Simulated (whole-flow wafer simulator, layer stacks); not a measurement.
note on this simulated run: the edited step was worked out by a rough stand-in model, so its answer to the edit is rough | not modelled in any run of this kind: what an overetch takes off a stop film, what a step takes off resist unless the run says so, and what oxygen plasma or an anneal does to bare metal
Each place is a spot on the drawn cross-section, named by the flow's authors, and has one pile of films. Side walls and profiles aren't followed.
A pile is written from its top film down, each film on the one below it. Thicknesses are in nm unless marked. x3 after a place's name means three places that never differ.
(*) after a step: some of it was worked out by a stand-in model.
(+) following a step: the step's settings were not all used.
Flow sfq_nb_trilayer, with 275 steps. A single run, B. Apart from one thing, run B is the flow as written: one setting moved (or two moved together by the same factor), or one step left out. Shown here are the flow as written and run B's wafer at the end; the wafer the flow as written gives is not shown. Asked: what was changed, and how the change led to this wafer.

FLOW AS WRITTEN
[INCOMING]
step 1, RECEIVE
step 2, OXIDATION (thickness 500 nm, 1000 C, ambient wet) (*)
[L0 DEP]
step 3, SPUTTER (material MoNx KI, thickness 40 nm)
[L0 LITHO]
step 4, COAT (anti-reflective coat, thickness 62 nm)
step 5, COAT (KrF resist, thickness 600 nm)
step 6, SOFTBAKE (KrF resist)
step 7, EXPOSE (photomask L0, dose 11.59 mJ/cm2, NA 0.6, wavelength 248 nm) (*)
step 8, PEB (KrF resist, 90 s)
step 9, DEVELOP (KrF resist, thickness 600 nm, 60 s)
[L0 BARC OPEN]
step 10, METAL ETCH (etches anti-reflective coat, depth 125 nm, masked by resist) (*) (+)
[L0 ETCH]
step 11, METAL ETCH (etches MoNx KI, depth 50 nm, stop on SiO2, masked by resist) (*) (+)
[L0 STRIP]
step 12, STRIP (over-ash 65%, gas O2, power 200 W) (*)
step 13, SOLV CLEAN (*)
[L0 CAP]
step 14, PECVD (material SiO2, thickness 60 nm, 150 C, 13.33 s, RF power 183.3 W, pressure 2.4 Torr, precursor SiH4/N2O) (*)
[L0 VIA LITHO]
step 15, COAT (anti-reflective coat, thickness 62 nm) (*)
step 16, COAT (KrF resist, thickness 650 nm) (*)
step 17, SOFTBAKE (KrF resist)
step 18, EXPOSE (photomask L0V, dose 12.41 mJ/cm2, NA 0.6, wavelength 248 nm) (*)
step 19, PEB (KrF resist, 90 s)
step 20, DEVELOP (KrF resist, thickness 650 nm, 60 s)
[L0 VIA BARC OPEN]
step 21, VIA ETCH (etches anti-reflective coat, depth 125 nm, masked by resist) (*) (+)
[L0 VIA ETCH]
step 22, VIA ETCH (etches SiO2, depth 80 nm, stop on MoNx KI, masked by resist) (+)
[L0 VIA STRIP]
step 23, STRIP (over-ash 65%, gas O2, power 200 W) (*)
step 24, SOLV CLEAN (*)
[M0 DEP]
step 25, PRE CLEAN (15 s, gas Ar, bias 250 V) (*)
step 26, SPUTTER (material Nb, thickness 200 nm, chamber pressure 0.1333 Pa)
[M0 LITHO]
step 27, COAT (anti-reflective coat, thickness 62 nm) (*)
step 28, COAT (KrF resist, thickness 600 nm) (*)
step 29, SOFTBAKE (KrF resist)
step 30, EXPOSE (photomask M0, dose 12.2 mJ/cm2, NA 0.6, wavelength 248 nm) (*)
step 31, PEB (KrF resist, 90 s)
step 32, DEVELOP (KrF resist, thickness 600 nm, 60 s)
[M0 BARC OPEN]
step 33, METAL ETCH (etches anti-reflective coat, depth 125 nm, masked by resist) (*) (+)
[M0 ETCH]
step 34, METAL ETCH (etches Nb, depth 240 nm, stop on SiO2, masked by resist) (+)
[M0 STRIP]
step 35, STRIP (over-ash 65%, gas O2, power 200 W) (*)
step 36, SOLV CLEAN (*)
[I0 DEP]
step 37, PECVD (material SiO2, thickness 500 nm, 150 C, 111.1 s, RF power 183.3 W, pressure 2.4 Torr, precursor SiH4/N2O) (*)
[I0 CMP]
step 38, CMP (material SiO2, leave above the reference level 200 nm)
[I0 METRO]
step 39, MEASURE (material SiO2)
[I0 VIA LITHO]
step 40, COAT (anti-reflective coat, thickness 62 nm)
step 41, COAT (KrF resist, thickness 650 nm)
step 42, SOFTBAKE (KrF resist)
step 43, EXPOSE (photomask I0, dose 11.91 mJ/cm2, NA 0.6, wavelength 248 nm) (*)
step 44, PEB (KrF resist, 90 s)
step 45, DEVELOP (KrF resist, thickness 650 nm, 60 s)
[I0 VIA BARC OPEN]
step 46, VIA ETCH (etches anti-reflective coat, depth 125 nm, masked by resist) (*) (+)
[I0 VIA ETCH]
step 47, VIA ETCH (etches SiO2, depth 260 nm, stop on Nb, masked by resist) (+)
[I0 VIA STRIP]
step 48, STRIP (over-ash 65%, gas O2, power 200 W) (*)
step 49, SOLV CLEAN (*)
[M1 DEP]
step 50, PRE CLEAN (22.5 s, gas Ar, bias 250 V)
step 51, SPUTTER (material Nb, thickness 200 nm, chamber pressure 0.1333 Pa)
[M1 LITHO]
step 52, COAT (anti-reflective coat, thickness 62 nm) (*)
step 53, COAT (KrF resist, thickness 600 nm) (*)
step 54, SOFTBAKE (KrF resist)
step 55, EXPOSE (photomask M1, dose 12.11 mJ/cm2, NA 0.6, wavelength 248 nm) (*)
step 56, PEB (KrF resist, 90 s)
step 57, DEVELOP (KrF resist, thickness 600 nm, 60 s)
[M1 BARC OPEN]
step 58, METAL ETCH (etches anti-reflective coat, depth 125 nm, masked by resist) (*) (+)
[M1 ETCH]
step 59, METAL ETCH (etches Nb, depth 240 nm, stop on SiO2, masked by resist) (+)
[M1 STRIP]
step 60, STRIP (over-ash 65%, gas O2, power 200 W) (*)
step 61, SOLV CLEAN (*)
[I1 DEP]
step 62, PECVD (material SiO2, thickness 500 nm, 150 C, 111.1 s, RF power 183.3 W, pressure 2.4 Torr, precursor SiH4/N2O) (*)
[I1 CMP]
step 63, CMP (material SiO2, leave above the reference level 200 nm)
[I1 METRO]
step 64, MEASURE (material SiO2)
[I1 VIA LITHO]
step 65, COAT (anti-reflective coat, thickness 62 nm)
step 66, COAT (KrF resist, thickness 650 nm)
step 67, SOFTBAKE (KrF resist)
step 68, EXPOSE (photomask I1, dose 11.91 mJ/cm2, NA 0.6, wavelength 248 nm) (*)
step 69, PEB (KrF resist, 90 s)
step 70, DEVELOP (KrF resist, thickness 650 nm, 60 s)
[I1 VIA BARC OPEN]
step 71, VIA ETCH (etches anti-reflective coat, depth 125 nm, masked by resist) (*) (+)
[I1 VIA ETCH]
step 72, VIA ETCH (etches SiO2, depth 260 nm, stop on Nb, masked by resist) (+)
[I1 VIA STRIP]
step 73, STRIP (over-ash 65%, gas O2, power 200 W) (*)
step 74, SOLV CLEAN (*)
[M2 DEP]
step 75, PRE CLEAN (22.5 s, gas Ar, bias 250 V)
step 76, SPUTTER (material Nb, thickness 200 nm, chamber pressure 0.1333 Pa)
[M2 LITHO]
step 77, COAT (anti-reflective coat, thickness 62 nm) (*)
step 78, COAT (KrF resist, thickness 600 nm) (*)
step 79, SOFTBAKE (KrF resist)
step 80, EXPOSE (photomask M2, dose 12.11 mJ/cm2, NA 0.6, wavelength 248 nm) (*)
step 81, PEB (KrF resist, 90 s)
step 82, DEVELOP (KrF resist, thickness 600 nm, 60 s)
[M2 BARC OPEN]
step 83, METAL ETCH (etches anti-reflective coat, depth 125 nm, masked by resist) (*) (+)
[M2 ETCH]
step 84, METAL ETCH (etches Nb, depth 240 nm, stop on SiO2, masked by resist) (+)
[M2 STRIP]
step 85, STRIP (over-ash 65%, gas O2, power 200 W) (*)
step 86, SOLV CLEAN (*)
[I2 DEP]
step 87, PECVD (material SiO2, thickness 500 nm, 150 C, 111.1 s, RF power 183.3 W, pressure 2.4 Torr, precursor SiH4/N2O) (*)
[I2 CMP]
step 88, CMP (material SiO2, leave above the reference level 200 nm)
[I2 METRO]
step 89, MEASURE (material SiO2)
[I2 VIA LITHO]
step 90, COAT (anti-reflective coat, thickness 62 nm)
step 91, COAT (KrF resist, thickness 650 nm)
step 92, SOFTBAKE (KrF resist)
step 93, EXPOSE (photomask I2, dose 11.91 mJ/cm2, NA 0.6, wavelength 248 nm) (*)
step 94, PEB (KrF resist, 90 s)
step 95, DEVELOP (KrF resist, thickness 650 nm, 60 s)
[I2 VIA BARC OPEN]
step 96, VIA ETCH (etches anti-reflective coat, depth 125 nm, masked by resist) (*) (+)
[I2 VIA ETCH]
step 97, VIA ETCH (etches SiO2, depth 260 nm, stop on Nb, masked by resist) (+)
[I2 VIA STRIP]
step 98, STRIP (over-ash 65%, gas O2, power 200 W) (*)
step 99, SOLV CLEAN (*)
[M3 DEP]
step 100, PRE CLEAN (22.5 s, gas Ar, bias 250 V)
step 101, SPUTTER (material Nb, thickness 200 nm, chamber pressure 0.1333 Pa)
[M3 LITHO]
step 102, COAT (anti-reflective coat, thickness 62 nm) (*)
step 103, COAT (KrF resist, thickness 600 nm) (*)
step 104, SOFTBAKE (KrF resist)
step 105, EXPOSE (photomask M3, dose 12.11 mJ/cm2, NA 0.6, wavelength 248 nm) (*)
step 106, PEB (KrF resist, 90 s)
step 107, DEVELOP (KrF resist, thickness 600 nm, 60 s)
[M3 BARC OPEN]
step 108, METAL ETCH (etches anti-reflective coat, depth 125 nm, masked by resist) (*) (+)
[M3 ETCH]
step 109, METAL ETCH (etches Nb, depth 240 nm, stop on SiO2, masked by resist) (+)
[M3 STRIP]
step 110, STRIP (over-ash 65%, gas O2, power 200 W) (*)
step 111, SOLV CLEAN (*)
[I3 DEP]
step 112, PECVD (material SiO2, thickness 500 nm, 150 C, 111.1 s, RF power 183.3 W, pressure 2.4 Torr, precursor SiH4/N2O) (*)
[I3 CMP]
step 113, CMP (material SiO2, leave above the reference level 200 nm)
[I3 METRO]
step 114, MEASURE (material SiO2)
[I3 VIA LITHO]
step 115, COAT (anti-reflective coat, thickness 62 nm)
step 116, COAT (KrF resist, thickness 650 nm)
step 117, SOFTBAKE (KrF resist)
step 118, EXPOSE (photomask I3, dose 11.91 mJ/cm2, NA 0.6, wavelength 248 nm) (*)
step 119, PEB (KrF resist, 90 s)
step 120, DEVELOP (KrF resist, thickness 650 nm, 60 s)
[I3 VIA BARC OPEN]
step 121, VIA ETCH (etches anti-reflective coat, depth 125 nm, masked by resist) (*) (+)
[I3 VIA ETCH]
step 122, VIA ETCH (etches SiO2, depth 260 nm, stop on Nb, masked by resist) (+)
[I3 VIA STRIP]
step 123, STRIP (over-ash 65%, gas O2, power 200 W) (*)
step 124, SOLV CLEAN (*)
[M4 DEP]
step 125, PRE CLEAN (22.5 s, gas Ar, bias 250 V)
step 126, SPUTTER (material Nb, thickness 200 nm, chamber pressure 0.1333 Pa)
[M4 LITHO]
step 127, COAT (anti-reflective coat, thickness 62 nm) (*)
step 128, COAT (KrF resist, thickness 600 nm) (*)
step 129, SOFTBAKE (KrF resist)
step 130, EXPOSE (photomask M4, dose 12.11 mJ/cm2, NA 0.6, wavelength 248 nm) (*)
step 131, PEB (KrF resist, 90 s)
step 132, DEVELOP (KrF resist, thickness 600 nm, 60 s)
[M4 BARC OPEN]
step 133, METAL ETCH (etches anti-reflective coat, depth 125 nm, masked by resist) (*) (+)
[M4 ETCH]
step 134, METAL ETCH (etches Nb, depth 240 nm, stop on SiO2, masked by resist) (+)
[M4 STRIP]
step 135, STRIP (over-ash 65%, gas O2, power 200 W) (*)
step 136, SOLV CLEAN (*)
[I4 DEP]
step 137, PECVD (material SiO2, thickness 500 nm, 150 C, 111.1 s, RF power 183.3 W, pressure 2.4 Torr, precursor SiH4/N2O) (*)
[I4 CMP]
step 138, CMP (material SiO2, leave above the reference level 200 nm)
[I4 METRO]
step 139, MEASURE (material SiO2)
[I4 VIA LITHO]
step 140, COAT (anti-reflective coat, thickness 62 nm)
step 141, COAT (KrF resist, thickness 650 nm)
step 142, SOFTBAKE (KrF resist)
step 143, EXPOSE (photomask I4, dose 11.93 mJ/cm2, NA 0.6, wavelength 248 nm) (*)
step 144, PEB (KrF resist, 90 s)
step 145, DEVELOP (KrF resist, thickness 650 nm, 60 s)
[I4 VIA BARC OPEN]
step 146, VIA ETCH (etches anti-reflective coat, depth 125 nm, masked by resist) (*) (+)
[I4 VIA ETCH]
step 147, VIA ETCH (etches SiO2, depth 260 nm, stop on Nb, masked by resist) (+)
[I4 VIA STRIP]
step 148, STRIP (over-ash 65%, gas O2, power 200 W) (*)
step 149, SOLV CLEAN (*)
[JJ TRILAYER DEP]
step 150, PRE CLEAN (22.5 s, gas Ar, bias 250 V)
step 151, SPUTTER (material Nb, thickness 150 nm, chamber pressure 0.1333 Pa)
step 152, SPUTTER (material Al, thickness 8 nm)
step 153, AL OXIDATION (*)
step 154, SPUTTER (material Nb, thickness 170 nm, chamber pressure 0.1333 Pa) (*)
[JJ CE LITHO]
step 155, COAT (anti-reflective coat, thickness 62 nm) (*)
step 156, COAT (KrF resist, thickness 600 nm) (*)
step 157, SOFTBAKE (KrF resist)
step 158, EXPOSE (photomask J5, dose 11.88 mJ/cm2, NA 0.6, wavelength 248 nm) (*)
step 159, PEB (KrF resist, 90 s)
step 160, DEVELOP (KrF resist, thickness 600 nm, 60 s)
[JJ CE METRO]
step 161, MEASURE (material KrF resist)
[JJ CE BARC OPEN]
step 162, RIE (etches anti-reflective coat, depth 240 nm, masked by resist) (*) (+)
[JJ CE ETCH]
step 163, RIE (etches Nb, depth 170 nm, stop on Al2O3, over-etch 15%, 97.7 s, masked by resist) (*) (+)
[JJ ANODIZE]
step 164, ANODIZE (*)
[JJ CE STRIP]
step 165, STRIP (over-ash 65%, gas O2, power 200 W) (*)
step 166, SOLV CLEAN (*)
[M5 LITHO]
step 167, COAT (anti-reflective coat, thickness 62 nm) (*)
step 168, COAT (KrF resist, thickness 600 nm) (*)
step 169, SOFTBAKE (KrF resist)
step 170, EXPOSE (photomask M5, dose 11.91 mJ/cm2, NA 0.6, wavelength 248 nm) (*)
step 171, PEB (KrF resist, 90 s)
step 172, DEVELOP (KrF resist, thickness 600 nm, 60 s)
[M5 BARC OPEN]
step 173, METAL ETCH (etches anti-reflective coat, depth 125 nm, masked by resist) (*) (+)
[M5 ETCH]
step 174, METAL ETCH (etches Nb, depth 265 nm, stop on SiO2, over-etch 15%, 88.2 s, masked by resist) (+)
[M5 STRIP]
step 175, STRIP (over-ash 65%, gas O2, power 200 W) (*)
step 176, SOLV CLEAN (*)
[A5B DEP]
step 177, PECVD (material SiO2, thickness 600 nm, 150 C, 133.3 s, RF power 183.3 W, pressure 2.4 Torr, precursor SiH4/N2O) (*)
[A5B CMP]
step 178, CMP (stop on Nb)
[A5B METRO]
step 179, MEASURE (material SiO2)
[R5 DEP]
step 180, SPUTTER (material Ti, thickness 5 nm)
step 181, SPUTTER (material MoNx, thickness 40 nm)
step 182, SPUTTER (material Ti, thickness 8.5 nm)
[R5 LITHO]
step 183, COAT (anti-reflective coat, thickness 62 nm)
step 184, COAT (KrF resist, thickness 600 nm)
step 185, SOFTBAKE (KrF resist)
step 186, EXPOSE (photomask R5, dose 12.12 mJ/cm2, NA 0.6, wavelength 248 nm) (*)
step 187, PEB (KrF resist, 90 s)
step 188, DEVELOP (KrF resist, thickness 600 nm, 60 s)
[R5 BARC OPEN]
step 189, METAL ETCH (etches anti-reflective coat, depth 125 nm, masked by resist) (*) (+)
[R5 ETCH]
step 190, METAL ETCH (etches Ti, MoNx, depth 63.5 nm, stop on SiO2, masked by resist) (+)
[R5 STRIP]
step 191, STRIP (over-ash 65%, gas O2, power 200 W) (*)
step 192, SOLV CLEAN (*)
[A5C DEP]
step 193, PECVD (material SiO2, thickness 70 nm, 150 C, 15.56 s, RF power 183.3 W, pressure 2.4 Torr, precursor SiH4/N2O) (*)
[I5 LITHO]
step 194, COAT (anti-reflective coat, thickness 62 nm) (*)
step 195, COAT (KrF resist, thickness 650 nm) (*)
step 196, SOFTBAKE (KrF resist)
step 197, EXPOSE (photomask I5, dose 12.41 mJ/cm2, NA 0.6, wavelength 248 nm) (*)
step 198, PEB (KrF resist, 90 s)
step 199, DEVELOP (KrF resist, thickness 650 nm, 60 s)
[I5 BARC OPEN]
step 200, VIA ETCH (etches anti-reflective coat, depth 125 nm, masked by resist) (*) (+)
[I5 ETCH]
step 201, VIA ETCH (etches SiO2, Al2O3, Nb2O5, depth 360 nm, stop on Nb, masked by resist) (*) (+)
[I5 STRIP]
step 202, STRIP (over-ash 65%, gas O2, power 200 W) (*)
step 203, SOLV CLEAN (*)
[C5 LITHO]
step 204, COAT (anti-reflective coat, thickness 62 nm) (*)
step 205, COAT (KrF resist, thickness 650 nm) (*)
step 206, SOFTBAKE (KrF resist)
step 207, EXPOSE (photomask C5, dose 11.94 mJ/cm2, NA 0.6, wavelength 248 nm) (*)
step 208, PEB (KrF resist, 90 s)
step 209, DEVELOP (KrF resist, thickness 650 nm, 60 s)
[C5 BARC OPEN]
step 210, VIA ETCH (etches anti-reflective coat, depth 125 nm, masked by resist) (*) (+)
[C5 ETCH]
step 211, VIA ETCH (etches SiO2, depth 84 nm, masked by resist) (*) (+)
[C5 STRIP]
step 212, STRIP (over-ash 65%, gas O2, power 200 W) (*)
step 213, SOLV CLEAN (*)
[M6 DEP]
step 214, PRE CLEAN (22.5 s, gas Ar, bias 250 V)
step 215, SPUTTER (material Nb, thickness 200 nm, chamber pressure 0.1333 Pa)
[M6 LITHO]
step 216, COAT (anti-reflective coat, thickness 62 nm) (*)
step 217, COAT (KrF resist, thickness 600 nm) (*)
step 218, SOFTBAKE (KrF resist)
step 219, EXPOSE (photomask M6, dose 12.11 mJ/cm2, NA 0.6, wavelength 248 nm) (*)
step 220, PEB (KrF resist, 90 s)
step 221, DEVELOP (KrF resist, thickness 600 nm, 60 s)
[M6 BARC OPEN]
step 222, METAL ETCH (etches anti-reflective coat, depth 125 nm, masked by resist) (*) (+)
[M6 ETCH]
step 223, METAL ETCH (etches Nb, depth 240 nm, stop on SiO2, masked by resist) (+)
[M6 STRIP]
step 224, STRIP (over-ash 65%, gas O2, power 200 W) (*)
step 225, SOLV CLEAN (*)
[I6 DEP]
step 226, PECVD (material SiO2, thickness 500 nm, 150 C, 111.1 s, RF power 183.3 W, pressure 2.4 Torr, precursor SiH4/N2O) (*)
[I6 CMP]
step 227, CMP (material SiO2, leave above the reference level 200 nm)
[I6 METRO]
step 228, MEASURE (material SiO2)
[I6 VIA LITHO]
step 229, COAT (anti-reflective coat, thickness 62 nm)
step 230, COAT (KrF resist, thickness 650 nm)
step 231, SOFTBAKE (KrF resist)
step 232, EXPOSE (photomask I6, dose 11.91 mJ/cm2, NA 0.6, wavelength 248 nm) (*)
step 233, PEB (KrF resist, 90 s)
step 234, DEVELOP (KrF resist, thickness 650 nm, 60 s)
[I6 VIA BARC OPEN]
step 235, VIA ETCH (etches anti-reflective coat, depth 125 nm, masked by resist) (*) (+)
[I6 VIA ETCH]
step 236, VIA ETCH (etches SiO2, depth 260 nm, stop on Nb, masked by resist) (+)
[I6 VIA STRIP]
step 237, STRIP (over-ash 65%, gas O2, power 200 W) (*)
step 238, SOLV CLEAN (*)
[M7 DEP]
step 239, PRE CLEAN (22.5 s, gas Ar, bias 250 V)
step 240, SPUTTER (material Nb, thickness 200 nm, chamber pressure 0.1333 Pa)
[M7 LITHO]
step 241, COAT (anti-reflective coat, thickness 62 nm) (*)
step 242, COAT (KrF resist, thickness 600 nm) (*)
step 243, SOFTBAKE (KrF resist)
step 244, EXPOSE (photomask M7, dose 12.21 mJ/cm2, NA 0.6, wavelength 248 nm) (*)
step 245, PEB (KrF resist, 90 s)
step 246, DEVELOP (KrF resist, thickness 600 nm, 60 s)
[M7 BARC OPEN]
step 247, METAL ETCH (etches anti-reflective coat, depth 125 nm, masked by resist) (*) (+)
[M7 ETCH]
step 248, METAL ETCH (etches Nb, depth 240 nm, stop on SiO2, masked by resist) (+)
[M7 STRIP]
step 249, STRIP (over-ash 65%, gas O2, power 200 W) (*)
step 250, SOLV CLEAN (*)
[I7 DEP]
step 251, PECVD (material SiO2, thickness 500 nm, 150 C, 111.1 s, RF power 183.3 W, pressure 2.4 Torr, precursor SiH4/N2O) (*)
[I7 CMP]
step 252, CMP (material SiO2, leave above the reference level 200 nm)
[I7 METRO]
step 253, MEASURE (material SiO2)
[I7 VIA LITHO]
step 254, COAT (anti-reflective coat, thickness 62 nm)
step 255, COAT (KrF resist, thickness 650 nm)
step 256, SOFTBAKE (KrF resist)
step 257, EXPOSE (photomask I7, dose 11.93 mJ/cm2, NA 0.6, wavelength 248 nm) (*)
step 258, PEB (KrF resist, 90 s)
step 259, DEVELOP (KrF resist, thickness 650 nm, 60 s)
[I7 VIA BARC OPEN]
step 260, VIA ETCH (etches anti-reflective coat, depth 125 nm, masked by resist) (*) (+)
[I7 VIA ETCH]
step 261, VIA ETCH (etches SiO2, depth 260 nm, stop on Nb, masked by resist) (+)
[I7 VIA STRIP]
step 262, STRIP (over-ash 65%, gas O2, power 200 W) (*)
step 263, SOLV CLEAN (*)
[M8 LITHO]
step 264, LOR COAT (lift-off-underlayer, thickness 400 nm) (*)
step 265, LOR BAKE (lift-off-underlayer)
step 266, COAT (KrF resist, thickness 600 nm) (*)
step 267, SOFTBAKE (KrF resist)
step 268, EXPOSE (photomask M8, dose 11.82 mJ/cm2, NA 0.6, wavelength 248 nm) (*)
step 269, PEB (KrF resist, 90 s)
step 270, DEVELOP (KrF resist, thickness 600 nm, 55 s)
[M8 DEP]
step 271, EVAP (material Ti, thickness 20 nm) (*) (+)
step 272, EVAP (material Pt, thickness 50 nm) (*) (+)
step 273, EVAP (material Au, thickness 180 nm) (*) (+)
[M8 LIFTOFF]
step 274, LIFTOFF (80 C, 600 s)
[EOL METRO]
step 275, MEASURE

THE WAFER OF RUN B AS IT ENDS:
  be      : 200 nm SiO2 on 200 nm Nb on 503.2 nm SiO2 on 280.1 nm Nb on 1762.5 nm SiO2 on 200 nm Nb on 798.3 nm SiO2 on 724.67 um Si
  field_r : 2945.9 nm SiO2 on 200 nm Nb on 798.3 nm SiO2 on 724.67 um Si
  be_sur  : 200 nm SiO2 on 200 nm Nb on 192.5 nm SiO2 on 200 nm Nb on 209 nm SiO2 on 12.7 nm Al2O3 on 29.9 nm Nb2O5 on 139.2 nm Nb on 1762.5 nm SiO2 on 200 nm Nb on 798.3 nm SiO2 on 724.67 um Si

Cause: step 2, OXIDATION: 1075 C was run, while the flow as written has 1000 C.

Step by step, how the change led to this:
  step 2, OXIDATION (thickness 500 nm, 1000 C, ambient wet) (*)
      field_l, v_sur, via_wl and 103 more: SiO2 gains 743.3 (new film), chemical SiO2 loses 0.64 (all of it), Si loses 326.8 (it would be, as written: SiO2 gains 500 (new film), chemical SiO2 loses 0.64 (all of it), Si loses 219.7)
